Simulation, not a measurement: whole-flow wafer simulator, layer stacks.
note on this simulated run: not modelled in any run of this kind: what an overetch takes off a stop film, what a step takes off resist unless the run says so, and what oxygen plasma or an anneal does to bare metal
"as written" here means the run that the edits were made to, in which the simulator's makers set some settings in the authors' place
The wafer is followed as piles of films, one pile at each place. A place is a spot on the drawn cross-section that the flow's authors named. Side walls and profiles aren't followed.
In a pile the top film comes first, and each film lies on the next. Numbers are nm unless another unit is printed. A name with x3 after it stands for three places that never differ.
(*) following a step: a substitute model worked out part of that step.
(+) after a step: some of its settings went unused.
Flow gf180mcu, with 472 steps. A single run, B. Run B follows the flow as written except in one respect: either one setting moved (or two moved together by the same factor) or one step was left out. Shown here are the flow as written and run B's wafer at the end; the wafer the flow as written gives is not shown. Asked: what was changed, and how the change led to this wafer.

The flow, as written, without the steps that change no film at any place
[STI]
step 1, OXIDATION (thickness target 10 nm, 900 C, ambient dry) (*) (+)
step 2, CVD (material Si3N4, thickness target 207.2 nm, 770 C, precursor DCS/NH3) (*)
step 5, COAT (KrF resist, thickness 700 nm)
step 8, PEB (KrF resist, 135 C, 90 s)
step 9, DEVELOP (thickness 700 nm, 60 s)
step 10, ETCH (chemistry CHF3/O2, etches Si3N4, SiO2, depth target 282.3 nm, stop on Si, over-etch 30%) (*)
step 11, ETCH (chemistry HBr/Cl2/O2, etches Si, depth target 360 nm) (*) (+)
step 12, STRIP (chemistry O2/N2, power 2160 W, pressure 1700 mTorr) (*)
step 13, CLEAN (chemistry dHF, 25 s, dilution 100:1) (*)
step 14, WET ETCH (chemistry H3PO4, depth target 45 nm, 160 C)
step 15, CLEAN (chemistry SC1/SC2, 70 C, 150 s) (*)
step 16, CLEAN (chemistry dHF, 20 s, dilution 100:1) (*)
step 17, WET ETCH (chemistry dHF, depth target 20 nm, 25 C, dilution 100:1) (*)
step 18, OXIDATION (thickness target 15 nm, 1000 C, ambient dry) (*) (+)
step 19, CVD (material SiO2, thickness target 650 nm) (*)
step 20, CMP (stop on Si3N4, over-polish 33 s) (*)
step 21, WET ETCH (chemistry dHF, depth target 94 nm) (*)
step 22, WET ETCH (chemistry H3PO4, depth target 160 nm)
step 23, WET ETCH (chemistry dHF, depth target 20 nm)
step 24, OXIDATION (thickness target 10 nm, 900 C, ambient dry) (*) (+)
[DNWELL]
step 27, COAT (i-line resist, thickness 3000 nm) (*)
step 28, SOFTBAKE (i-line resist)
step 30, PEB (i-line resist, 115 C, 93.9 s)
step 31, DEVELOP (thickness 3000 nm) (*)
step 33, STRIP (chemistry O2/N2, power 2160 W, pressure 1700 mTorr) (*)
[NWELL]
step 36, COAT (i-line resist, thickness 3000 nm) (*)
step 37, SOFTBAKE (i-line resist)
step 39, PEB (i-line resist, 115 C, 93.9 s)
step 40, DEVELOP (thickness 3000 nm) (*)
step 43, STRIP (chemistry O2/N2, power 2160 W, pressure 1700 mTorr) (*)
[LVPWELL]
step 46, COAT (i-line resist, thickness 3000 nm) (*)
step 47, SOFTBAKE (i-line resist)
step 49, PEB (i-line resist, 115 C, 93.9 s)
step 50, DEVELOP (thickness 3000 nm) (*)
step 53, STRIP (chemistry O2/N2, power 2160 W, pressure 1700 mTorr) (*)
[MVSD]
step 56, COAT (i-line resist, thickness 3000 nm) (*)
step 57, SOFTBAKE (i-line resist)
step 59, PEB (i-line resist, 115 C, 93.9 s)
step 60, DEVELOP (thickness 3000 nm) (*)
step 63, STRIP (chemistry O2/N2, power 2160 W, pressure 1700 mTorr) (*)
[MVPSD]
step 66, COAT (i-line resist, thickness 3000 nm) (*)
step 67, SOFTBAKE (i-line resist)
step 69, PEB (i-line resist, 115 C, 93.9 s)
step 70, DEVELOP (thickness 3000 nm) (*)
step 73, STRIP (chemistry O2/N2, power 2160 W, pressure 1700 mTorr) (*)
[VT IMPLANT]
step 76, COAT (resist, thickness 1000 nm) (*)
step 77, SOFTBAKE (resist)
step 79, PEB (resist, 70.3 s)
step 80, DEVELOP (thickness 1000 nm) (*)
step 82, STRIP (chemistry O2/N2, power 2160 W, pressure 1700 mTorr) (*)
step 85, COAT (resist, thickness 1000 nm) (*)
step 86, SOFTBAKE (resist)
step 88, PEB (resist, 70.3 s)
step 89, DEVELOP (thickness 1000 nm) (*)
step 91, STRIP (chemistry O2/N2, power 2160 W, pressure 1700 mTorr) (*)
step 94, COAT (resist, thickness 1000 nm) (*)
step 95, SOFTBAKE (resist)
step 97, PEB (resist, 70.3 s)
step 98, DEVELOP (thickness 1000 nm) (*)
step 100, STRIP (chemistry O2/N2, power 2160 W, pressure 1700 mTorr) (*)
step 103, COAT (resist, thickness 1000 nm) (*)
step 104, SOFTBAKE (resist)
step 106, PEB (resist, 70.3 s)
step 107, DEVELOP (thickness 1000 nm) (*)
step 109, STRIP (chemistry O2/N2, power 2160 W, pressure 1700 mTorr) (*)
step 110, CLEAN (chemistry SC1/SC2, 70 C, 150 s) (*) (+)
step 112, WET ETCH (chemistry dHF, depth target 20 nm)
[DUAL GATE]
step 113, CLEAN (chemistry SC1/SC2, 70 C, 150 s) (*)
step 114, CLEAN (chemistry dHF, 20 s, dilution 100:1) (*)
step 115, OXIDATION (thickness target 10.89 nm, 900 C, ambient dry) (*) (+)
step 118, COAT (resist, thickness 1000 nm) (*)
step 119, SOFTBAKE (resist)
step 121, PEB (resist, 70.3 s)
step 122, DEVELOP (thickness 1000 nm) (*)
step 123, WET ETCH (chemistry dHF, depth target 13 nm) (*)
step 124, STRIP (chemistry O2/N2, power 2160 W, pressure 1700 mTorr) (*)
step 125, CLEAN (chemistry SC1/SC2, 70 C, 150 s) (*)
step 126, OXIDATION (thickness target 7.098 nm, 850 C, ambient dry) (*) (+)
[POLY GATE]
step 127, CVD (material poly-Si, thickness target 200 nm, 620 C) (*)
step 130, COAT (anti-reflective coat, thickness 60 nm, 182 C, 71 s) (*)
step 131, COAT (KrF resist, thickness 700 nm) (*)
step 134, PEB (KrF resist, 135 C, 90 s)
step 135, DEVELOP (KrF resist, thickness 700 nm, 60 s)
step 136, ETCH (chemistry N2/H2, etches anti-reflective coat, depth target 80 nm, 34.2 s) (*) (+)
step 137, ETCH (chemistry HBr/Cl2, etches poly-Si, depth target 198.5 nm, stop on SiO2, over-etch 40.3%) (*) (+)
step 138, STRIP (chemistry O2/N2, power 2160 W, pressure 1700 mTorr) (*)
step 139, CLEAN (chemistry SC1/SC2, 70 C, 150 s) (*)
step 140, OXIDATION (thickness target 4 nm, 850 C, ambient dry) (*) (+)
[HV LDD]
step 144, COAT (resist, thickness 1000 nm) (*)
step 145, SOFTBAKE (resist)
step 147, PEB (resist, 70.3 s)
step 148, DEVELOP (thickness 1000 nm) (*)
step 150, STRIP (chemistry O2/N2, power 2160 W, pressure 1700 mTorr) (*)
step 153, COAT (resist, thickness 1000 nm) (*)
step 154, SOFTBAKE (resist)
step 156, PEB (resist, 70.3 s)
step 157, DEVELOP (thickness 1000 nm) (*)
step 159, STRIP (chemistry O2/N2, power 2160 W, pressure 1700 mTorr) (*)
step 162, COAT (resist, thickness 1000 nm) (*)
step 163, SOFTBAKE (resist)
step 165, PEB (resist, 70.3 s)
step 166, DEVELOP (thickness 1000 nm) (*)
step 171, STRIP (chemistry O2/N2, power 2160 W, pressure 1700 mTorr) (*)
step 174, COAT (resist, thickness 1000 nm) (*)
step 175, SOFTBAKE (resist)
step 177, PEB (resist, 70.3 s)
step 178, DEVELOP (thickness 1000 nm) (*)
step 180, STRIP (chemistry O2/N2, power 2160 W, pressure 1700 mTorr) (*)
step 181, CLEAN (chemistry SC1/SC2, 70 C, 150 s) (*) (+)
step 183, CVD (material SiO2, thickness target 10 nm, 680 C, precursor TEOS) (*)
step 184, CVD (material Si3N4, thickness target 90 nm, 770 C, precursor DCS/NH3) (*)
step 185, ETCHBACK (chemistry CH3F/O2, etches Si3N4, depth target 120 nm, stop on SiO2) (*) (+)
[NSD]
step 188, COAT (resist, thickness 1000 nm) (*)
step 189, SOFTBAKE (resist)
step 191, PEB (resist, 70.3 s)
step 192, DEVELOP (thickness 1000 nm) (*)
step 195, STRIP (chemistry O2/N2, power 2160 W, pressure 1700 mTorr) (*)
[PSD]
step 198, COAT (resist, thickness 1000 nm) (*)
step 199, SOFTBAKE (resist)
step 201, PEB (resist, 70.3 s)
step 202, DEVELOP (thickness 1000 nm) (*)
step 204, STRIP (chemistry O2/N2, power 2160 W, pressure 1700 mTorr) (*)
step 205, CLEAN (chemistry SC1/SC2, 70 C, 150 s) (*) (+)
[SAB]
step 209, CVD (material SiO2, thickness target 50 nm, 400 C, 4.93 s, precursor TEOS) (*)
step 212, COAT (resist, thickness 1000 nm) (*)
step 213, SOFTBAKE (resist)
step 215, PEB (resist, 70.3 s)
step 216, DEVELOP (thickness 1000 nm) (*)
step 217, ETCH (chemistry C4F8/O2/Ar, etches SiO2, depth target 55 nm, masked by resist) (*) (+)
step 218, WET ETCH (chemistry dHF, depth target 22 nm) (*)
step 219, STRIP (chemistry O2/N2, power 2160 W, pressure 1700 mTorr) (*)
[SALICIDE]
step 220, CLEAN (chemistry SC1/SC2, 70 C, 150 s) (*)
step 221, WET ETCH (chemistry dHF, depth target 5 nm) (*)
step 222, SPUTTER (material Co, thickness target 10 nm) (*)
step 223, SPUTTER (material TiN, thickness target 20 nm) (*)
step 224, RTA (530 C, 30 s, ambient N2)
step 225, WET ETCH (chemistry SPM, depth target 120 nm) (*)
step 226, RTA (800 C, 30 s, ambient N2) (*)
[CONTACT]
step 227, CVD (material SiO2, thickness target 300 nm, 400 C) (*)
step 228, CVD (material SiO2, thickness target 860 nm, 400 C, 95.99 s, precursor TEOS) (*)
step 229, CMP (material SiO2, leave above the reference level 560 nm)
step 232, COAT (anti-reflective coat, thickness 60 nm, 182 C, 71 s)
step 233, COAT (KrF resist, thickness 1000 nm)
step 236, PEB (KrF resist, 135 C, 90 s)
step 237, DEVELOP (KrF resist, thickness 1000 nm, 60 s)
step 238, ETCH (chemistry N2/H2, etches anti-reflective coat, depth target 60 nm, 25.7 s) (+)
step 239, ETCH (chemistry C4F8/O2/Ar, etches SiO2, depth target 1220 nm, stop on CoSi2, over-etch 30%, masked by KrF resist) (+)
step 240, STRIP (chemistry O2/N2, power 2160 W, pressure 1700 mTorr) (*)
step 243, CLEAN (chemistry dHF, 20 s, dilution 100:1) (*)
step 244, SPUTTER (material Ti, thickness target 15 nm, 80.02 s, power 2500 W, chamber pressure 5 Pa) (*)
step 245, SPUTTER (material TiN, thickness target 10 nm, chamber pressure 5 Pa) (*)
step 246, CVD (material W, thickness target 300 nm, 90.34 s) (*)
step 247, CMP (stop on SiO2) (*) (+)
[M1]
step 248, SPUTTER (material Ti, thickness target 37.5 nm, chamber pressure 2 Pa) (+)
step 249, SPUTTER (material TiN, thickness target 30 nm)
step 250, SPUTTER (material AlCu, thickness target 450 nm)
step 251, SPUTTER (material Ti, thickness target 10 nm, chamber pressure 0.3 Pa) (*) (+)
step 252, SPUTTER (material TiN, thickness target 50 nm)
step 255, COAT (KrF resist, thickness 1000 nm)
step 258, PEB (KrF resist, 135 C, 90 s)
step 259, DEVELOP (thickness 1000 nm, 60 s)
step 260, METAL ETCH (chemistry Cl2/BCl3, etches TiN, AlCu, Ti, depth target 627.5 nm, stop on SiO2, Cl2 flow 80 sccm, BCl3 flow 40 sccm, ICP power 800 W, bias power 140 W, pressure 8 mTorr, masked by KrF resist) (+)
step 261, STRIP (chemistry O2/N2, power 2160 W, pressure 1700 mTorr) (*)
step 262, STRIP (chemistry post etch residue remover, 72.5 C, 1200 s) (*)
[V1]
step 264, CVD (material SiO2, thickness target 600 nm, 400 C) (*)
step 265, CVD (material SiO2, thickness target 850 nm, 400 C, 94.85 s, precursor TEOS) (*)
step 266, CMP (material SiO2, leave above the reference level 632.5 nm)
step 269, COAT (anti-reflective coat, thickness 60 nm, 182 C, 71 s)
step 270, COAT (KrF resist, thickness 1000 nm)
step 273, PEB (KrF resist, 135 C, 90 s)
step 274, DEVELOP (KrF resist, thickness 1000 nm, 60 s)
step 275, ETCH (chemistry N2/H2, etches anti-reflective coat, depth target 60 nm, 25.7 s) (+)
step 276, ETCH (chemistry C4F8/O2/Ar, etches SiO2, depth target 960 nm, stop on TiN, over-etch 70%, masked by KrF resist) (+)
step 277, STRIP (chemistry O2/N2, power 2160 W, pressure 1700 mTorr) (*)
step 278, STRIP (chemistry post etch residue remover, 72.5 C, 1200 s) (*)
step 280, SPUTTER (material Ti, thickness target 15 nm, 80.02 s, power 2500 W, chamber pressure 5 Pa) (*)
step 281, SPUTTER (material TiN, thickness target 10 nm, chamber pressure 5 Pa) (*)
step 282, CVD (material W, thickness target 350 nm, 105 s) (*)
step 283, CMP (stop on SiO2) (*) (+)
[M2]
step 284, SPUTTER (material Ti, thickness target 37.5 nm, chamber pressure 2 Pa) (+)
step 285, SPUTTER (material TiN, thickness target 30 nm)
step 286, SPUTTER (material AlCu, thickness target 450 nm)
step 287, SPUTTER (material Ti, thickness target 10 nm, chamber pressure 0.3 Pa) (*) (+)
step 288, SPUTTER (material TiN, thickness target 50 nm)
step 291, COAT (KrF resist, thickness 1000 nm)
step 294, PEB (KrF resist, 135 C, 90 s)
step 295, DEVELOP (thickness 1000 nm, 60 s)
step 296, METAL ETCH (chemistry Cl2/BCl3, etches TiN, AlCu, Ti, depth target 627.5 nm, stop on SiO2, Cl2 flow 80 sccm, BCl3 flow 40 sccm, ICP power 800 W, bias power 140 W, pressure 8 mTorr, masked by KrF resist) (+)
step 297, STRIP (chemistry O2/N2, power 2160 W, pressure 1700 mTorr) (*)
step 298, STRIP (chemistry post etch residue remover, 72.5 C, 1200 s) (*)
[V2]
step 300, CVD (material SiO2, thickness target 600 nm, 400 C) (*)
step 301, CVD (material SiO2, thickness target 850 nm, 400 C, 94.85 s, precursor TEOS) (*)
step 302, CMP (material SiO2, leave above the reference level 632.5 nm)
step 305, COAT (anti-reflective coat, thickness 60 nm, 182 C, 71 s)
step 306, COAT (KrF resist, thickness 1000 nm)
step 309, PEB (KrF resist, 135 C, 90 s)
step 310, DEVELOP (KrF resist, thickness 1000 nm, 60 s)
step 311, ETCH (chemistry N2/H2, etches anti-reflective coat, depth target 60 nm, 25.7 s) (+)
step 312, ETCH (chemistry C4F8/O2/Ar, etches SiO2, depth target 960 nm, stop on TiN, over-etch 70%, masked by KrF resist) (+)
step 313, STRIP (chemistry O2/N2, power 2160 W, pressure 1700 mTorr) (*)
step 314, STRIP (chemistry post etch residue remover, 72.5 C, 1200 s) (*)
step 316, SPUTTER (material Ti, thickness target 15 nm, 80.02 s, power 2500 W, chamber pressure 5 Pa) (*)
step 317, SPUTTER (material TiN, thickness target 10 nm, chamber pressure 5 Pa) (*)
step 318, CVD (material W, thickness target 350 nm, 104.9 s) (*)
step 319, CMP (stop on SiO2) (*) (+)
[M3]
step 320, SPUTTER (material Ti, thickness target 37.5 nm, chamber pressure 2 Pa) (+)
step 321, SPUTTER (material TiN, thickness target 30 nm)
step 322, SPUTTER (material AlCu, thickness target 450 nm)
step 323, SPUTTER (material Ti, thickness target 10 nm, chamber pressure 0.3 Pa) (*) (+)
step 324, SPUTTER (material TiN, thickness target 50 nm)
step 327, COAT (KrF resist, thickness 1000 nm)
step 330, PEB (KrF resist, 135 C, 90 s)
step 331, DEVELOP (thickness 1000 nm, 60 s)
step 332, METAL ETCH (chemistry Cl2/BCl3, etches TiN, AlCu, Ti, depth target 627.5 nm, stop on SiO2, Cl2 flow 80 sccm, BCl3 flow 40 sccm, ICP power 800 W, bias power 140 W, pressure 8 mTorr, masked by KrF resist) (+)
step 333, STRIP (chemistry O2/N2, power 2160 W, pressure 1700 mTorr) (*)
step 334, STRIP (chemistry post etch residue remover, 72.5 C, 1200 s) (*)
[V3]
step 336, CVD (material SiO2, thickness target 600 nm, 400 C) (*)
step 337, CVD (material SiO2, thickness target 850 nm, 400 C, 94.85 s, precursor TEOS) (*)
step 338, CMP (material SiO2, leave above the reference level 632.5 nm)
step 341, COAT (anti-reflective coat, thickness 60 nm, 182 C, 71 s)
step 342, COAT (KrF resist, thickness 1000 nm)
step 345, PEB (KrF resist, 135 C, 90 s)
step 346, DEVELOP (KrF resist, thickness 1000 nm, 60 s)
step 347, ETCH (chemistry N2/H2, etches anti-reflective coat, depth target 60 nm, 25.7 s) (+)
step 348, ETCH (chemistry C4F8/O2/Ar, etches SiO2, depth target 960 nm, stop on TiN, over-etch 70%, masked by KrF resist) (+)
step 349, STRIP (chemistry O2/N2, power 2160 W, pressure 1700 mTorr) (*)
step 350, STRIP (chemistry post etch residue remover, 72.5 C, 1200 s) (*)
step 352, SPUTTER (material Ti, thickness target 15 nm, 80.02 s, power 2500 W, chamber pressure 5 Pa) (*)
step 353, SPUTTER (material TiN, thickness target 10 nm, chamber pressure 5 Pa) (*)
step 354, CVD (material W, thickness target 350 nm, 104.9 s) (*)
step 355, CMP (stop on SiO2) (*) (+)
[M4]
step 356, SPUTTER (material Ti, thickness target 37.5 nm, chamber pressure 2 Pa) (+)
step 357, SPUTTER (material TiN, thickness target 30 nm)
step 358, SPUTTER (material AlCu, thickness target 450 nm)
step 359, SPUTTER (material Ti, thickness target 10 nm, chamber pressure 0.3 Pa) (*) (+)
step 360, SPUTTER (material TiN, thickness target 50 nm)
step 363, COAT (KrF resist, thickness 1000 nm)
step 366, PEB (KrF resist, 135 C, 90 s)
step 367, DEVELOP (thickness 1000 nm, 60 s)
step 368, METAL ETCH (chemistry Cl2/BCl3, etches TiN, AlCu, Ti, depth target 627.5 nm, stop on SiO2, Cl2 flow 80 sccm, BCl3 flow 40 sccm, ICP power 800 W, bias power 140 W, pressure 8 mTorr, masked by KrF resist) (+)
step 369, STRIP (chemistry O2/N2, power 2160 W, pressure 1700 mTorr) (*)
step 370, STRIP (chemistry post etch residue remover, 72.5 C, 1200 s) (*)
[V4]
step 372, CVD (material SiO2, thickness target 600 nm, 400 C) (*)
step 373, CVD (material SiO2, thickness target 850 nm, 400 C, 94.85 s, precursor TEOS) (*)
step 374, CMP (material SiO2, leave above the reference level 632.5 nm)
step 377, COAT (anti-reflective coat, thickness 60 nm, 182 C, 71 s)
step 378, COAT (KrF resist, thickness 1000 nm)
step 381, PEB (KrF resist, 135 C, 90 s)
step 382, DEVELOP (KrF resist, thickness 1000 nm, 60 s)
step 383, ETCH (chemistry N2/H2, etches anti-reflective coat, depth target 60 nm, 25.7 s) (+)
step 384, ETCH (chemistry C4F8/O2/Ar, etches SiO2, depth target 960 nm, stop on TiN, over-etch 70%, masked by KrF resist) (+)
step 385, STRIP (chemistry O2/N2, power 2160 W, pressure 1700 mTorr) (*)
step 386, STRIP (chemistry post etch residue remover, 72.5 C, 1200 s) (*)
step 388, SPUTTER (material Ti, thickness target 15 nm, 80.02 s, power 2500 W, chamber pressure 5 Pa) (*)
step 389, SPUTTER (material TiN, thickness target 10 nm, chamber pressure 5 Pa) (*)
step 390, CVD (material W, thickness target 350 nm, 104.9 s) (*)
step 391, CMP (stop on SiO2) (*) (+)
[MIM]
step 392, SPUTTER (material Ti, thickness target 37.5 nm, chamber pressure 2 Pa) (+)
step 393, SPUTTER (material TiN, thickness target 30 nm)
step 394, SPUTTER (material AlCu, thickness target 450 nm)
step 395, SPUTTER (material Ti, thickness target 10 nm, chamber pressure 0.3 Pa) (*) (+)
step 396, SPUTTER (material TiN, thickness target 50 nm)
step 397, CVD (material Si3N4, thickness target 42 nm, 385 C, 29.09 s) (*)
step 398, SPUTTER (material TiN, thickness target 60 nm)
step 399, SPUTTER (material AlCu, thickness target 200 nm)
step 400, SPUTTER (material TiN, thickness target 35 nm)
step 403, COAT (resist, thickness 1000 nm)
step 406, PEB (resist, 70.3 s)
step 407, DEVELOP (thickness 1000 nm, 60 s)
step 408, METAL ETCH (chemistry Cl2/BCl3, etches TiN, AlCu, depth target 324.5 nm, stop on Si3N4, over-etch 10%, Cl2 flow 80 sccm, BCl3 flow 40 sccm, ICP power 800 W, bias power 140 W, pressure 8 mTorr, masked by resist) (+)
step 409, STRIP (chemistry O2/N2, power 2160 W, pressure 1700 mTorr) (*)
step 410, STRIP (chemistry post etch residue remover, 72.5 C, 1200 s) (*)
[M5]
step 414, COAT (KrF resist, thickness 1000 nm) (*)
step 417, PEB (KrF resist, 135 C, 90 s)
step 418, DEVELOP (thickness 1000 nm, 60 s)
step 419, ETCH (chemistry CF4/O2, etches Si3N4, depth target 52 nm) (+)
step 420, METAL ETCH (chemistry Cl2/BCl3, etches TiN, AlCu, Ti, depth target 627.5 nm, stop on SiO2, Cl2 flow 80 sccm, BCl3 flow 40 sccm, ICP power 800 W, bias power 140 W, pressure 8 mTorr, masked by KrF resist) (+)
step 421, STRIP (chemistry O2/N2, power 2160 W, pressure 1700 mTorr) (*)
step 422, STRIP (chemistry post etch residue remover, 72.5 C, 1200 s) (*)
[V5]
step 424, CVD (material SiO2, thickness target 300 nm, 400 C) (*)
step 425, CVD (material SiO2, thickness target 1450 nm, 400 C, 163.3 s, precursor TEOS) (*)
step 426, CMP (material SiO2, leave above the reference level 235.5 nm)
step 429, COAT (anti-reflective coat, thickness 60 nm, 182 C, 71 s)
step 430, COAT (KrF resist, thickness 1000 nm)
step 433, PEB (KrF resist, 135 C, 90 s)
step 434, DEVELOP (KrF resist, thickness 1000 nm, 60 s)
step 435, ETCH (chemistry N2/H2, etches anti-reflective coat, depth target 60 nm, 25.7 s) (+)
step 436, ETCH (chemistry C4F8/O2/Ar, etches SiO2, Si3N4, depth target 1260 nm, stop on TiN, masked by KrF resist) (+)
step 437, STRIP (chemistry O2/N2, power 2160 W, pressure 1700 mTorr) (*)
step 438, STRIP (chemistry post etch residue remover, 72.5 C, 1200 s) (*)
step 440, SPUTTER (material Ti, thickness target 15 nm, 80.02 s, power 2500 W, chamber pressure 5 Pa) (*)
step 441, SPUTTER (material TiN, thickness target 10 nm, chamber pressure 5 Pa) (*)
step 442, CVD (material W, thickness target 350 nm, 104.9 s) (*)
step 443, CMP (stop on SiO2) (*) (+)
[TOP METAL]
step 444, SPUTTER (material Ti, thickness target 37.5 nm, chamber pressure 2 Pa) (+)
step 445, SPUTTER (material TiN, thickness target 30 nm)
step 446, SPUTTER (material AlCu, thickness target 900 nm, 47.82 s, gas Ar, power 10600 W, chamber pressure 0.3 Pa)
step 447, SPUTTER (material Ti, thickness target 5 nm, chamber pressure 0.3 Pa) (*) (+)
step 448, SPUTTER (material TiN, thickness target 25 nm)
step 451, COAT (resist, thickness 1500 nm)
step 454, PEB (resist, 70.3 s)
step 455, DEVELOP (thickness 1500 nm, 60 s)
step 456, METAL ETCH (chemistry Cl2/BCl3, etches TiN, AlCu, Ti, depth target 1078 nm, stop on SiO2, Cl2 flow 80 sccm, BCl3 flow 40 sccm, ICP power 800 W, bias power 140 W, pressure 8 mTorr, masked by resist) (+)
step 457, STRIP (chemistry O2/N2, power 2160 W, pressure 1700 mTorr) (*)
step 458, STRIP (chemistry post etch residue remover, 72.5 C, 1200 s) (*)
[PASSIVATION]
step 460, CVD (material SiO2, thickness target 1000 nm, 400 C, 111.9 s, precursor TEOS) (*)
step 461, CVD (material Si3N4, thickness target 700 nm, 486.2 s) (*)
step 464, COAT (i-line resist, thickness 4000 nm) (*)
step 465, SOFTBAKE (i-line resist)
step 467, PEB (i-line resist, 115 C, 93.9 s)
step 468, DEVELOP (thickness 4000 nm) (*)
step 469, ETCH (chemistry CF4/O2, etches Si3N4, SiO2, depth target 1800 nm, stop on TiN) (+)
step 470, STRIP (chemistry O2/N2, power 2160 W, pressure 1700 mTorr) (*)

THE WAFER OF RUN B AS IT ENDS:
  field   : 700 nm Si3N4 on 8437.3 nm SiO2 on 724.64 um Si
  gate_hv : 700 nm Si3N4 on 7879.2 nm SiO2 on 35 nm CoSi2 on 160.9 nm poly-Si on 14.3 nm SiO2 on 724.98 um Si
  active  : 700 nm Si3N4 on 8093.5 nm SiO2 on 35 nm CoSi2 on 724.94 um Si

What caused this: step 229, CMP: leave above the reference level 770 nm was run, while the flow as written has leave above the reference level 560 nm.

The path from the change to this, step by step:
  step 229, CMP (material SiO2, leave above the reference level 560 nm)
      gate_hv, gate_nat, ld_gate_n and 11 more: -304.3 SiO2 (in the flow as written it would be: -514.3 SiO2)
      ldn_sep__w1, ldn_sep__w2, ldn_dft and 8 more: -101 SiO2 (in the flow as written it would be: -311 SiO2)
      (also at 86 further places)
  step 239, ETCH (chemistry C4F8/O2/Ar, etches SiO2, depth target 1220 nm, stop on CoSi2, over-etch 30%, masked by KrF resist) (+)
      field, field__w1, field__w2 and 105 more: -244 KrF resist (in the flow as written it would be: -223.5 KrF resist)
      polyc_n, polyc_p: -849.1 SiO2 (all of it) (in the flow as written it would be: -639.1 SiO2 (all of it))
      (also at 1 further place)
  step 240, STRIP (chemistry O2/N2, power 2160 W, pressure 1700 mTorr) (*)
      field, field__w1, field__w2 and 105 more: -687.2 KrF resist (all of it), -60 anti-reflective coat (all of it) (in the flow as written it would be: -707.7 KrF resist (all of it), -60 anti-reflective coat (all of it))
  step 244, SPUTTER (material Ti, thickness target 15 nm, 80.02 s, power 2500 W, chamber pressure 5 Pa) (*)
      contact: +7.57 Ti (new film) (in the flow as written it would be: +8.55 Ti (new film))
  step 245, SPUTTER (material TiN, thickness target 10 nm, chamber pressure 5 Pa) (*)
      contact: +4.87 TiN (new film) (in the flow as written it would be: +5.48 TiN (new film))
  step 246, CVD (material W, thickness target 300 nm, 90.34 s) (*)
      polyc_n, polyc_p: +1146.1 W (new film) (in the flow as written it would be: +936.1 W (new film))
      contact: +1379.1 W (new film) (in the flow as written it would be: +1167.5 W (new film))
